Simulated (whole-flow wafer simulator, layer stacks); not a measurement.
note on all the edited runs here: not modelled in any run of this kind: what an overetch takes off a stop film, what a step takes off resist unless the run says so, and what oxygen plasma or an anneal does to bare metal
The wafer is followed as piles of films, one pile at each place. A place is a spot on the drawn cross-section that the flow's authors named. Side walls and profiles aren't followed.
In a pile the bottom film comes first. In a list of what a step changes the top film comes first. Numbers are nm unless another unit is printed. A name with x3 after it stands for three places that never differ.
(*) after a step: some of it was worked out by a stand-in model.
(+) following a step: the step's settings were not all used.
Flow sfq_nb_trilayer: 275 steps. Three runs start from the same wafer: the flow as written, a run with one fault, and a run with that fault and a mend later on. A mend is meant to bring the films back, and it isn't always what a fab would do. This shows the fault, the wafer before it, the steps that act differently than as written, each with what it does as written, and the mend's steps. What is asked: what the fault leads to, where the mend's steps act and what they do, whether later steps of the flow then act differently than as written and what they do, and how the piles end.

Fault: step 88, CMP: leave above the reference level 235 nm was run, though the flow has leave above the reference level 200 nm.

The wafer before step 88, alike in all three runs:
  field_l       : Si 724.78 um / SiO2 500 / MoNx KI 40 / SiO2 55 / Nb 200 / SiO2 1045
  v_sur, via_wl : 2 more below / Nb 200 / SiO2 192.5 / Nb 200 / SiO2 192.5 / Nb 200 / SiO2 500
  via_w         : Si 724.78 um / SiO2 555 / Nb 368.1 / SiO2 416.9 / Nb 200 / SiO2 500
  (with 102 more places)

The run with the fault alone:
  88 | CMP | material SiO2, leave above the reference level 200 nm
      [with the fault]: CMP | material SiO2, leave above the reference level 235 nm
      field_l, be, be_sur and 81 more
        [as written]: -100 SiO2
        [with the fault]: -65 SiO2
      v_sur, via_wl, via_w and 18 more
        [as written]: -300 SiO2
        [with the fault]: -265 SiO2
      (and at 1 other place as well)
  Later steps of the flow acting differently than as written (3 other steps are not shown; they differ only slightly, by no more than 2% or 0.5 nm, whichever is larger):
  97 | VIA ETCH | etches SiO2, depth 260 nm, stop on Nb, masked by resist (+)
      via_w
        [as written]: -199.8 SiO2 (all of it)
        [with the fault]: -234.8 SiO2 (all of it)
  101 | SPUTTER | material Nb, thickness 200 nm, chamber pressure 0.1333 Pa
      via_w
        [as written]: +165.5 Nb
        [with the fault]: +158.1 Nb
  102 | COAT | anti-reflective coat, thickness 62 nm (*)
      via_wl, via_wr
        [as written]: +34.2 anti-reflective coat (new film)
        [with the fault]: +33.1 anti-reflective coat (new film)
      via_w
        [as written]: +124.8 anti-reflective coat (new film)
        [with the fault]: +132.2 anti-reflective coat (new film)
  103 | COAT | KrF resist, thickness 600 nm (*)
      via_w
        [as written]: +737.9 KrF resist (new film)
        [with the fault]: +767.1 KrF resist (new film)
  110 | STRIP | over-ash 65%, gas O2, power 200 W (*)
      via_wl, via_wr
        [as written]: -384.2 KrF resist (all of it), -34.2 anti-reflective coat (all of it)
        [with the fault]: -380.7 KrF resist (all of it), -33.1 anti-reflective coat (all of it)
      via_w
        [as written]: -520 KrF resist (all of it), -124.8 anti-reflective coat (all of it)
        [with the fault]: -549.1 KrF resist (all of it), -132.2 anti-reflective coat (all of it)
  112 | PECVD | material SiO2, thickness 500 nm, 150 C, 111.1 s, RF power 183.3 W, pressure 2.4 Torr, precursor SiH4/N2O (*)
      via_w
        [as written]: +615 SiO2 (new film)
        [with the fault]: +657.5 SiO2 (new film)
  At v_sur, via_wl, via_w and 36 more, the piles at the end differ from the flow's by more than 2% or 0.5 nm, whichever is larger.
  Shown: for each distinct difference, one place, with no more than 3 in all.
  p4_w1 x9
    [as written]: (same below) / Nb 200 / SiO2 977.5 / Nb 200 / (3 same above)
    [with the fault]: (same below) / Nb 200 / SiO2 1012.5 / Nb 200 / (3 same above)
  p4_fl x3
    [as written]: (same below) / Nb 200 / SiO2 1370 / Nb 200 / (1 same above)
    [with the fault]: (same below) / Nb 200 / SiO2 1405 / Nb 200 / (1 same above)
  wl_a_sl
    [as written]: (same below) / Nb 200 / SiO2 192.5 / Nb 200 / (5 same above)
    [with the fault]: (same below) / Nb 200 / SiO2 227.5 / Nb 200 / (5 same above)

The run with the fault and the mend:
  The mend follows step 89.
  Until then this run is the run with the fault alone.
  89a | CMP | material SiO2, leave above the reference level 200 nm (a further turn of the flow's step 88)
      field_l, v_sur, via_wl and 103 more
        -35 SiO2
  Every later step of the flow that is run acts as written at every place that is followed.
  The piles end the same as the flow's at every place that both follow.
